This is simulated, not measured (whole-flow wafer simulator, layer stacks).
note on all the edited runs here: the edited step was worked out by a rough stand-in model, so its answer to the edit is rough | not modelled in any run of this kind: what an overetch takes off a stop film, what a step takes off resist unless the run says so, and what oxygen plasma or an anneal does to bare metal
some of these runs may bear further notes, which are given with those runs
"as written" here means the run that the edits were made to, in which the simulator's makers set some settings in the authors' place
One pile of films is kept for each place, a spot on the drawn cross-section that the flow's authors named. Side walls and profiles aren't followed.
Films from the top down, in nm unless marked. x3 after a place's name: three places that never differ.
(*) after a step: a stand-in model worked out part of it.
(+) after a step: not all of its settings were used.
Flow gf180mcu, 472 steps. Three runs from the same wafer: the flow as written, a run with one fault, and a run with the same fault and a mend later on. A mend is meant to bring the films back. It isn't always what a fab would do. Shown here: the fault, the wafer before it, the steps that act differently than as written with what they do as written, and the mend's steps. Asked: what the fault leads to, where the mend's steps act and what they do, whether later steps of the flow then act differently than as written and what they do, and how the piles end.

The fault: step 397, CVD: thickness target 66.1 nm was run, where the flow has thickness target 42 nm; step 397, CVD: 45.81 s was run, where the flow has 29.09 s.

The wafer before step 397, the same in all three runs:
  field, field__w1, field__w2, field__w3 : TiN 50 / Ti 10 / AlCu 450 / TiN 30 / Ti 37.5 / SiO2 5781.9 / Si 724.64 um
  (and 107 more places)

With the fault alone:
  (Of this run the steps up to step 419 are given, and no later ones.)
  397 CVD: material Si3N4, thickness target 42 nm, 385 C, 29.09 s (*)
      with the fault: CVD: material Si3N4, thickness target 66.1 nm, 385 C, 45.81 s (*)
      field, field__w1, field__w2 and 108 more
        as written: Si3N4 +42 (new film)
        with the fault: Si3N4 +66.1 (new film)
  Later steps of the flow that act differently than as written:
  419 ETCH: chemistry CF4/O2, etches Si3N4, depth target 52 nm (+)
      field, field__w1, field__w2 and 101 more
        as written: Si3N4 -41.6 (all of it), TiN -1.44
        with the fault: Si3N4 -52
  After step 419 the piles differ from the flow's by more than 2% or 0.5 nm, whichever is larger, at field, field__w1, field__w2 and 109 more.
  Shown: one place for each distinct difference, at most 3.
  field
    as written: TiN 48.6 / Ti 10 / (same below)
    with the fault: Si3N4 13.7 / TiN 50 / Ti 10 / (same below)
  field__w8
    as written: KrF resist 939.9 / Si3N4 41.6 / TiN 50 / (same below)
    with the fault: KrF resist 939.9 / Si3N4 65.7 / TiN 50 / (same below)
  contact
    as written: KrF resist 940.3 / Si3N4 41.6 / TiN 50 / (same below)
    with the fault: KrF resist 940.3 / Si3N4 65.7 / TiN 50 / (same below)

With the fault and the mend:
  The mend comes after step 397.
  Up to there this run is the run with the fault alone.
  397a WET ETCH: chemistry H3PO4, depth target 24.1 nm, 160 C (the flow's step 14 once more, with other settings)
      field, field__w1, field__w2 and 108 more
        Si3N4 -24.1
  No later step of the flow acts differently than as written, at any place that is followed, by more than 2% or 0.5 nm, whichever is larger.
  At the end the piles differ from the flow's only slightly at the places that both follow, by at most 2% or 0.5 nm, whichever is larger.
